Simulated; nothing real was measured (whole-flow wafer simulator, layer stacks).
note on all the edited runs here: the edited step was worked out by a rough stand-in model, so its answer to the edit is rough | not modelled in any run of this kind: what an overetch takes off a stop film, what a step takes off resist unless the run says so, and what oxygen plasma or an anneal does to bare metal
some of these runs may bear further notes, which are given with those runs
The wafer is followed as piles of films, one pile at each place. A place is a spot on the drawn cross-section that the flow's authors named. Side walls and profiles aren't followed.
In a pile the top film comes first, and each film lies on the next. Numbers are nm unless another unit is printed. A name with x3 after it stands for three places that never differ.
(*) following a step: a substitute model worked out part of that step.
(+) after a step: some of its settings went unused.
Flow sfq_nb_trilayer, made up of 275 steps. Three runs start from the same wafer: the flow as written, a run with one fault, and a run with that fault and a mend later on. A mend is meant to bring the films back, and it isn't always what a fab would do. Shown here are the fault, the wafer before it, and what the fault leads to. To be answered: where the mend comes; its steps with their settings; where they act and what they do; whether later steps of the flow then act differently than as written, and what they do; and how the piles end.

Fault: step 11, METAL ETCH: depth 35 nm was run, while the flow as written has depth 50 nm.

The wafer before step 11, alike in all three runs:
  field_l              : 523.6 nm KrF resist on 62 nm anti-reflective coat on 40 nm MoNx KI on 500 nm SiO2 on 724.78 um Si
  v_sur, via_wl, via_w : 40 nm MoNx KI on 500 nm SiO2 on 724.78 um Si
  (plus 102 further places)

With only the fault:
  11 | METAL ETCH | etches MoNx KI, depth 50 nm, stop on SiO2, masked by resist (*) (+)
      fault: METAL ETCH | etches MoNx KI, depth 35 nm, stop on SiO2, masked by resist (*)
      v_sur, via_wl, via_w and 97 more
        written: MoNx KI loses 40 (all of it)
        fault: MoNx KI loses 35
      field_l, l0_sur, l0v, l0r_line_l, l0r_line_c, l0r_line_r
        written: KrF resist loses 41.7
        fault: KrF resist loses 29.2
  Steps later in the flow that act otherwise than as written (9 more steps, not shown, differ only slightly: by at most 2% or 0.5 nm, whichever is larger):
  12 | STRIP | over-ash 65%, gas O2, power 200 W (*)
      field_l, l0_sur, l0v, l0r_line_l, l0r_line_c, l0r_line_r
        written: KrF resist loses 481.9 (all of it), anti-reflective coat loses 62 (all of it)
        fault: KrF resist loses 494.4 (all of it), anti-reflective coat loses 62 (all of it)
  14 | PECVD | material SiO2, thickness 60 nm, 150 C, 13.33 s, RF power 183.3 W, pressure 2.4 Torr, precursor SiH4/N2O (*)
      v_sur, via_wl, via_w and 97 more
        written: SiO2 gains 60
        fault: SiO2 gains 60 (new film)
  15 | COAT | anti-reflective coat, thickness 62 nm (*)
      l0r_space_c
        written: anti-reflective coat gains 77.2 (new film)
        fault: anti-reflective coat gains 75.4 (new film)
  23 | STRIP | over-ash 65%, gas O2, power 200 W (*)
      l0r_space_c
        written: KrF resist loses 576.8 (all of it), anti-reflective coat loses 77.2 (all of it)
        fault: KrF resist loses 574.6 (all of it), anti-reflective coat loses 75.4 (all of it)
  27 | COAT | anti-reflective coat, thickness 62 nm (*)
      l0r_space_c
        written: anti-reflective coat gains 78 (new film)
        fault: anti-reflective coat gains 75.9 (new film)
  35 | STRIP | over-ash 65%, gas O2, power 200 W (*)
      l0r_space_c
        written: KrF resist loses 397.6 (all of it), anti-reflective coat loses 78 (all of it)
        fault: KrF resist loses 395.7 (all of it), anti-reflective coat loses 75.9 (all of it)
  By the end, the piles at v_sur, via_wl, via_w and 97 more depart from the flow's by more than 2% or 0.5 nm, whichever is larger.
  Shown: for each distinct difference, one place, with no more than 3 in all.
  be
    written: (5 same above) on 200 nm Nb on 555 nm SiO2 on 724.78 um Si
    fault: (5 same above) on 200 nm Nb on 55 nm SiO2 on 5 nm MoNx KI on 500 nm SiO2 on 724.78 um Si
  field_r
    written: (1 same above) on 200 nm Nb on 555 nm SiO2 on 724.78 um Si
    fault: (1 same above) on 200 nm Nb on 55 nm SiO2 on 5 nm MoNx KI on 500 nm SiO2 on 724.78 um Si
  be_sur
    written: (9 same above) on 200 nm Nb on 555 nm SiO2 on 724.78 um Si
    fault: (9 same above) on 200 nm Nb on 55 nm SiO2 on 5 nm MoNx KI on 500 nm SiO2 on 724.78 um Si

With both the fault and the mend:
  After step 12 comes the mend.
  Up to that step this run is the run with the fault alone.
  12a | COAT | anti-reflective coat, thickness 62 nm (*) (the flow's step 4, run once more)
      p4_fl x3, p4_w1 x9, p4_g1 x2 and 59 more
        anti-reflective coat gains 62 (new film)
      be, be_sur, gap and 10 more
        anti-reflective coat gains 63.5 (new film)
      via_v, wire, field_r, lsp_l
        anti-reflective coat gains 63.6 (new film)
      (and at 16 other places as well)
  12b | COAT | KrF resist, thickness 600 nm (*) (the flow's step 5, run once more)
      p4_fl x3, p4_w1 x9, p4_g1 x2 and 59 more
        KrF resist gains 600 (new film)
      jj_sur, ce_l, c5j, ce_r, sp_r, be_r, r_sur
        KrF resist gains 605.9 (new film)
      be_sur, gap, res, r_end
        KrF resist gains 606 (new film)
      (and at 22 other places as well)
  12c | SOFTBAKE | KrF resist (the flow's step 6, run once more)
      does not change any film at any place that is followed
  12d | EXPOSE | photomask L0, dose 11.59 mJ/cm2, NA 0.6, wavelength 248 nm (*) (the flow's step 7, run once more)
      does not change any film at any place that is followed
  12e | PEB | KrF resist, 90 s (the flow's step 8, run once more)
      p4_fl x3, p4_w1 x9, p4_g1 x2 and 62 more
        KrF resist loses 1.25
      v_sur, via_w, via_wr and 22 more
        KrF resist loses 1.27
      field_l, l0_sur, l0v
        KrF resist loses 1.24
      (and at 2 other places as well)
  12f | DEVELOP | KrF resist, thickness 600 nm, 60 s (the flow's step 9, run once more)
      p4_fl x3, p4_w1 x9, p4_g1 x2 and 59 more
        KrF resist loses 598.7 (all of it)
      jj_sur, ce_l, c5j, ce_r, sp_r, be_r, r_sur
        KrF resist loses 604.6 (all of it)
      field_l, l0_sur, l0v, l0r_line_l, l0r_line_c, l0r_line_r
        KrF resist loses 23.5
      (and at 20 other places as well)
  12g | METAL ETCH | etches anti-reflective coat, depth 125 nm, masked by resist (*) (+) (the flow's step 10, run once more)
      p4_fl x3, p4_w1 x9, p4_g1 x2 and 59 more
        anti-reflective coat loses 62 (all of it)
      be, be_sur, gap and 10 more
        anti-reflective coat loses 63.5 (all of it)
      field_l, l0_sur, l0v, l0r_line_l, l0r_line_c, l0r_line_r
        KrF resist loses 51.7
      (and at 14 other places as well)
  12h | METAL ETCH | etches MoNx KI, depth 15 nm, stop on SiO2, masked by resist (+) (the flow's step 11, run once more with other settings)
      v_sur, via_wl, via_w and 97 more
        MoNx KI loses 5 (all of it)
      field_l, l0_sur, l0v, l0r_line_l, l0r_line_c, l0r_line_r
        KrF resist loses 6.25
  12i | STRIP | over-ash 65%, gas O2, power 200 W (*) (the flow's step 12, run once more)
      l0r_line_l, l0r_line_c, l0r_line_r
        KrF resist loses 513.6 (all of it), anti-reflective coat loses 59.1 (all of it)
      field_l
        KrF resist loses 509.2 (all of it), anti-reflective coat loses 57 (all of it)
      l0_sur
        KrF resist loses 510.7 (all of it), anti-reflective coat loses 54.6 (all of it)
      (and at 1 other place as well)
  Every later step of the flow that is run acts as written at every place that is followed.
  The piles end the same as the flow's at every place that both follow.
